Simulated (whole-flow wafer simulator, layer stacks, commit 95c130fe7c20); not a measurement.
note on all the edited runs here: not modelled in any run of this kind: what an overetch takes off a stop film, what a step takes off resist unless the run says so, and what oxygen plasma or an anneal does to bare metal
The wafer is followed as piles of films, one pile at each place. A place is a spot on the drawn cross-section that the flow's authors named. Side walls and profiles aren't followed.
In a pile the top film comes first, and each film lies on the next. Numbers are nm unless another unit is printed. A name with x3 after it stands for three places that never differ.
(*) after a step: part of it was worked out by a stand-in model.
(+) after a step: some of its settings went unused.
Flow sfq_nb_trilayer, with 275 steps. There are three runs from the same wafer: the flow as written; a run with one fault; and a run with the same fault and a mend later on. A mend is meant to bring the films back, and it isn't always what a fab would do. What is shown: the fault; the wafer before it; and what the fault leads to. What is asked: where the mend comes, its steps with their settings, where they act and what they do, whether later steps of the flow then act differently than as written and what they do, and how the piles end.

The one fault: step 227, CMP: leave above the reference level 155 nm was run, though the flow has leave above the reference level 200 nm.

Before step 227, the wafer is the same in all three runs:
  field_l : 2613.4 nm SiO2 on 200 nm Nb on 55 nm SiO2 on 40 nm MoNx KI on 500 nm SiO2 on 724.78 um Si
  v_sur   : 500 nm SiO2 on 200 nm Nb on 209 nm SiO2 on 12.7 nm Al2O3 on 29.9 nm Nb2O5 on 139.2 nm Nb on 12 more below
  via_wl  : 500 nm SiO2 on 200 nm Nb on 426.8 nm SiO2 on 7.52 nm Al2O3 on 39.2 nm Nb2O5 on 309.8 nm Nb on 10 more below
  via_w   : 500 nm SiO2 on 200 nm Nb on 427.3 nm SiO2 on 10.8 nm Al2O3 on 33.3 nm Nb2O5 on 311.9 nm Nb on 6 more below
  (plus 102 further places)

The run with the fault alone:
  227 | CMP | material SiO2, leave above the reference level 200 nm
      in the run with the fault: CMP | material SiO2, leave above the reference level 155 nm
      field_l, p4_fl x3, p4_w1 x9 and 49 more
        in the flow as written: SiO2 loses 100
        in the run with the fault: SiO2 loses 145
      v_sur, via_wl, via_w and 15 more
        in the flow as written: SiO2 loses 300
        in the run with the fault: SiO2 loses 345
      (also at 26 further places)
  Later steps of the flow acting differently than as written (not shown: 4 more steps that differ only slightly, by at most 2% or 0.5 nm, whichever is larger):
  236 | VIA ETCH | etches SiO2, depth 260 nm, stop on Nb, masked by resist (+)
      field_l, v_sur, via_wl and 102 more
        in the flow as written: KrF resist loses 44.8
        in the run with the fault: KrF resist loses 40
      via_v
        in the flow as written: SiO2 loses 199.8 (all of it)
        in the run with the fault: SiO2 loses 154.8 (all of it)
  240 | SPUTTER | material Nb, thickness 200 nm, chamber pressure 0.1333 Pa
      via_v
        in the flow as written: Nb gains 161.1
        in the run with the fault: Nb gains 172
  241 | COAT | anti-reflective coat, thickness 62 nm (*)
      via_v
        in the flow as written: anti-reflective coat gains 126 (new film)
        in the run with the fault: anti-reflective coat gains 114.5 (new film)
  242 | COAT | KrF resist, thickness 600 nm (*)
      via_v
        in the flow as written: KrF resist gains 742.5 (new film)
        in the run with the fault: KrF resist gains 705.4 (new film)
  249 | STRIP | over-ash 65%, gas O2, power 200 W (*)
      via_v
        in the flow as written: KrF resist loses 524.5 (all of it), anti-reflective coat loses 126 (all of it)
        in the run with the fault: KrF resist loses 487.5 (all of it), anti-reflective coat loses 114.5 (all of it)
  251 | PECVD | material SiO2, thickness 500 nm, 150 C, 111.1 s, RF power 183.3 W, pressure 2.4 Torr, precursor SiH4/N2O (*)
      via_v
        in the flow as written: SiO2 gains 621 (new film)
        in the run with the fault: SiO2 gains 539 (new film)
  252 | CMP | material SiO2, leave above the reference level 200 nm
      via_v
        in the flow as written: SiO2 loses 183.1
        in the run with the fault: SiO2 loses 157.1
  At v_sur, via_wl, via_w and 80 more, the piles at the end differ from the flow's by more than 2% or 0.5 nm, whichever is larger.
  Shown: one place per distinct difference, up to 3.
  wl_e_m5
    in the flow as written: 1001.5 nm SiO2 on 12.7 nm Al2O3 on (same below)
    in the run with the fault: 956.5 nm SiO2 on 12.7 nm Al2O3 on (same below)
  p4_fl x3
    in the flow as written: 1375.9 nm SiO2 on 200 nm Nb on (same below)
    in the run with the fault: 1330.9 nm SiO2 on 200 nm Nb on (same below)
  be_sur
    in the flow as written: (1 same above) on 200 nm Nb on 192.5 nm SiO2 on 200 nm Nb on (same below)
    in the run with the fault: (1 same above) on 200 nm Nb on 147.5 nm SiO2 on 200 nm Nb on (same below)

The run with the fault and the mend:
  The mend stands after step 234.
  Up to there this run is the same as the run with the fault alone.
  234a | STRIP | over-ash 65%, gas O2, power 200 W (*)
      field_l, v_sur, via_wl and 102 more
        KrF resist loses 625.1 (all of it), anti-reflective coat loses 62 (all of it)
      via_v
        anti-reflective coat loses 62 (all of it)
  234b | PECVD | material SiO2, thickness 45 nm, 150 C, 10 s, RF power 183.3 W, pressure 2.4 Torr, precursor SiH4/N2O (the flow's step 226 again, with other settings)
      field_l, v_sur, via_wl and 103 more
        SiO2 gains 45
  234c | COAT | anti-reflective coat, thickness 62 nm (the flow's step 229 again)
      field_l, v_sur, via_wl and 103 more
        anti-reflective coat gains 62 (new film)
  234d | COAT | KrF resist, thickness 650 nm (the flow's step 230 again)
      field_l, v_sur, via_wl and 103 more
        KrF resist gains 650 (new film)
  234e | SOFTBAKE | KrF resist (the flow's step 231 again)
      does not change any film at any place that is followed
  234f | EXPOSE | photomask I6, dose 11.91 mJ/cm2, NA 0.6, wavelength 248 nm (*) (the flow's step 232 again)
      does not change any film at any place that is followed
  234g | PEB | KrF resist, 90 s (the flow's step 233 again)
      field_l, v_sur, via_wl and 103 more
        KrF resist loses 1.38
  234h | DEVELOP | KrF resist, thickness 650 nm, 60 s (the flow's step 234 again)
      field_l, v_sur, via_wl and 102 more
        KrF resist loses 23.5
      via_v
        KrF resist loses 648.6 (all of it)
  Every later step of the flow that is run acts as written, at every place that is followed, to within 2% or 0.5 nm, whichever is larger.
  At every place that both follow, the piles at the end match the flow's.
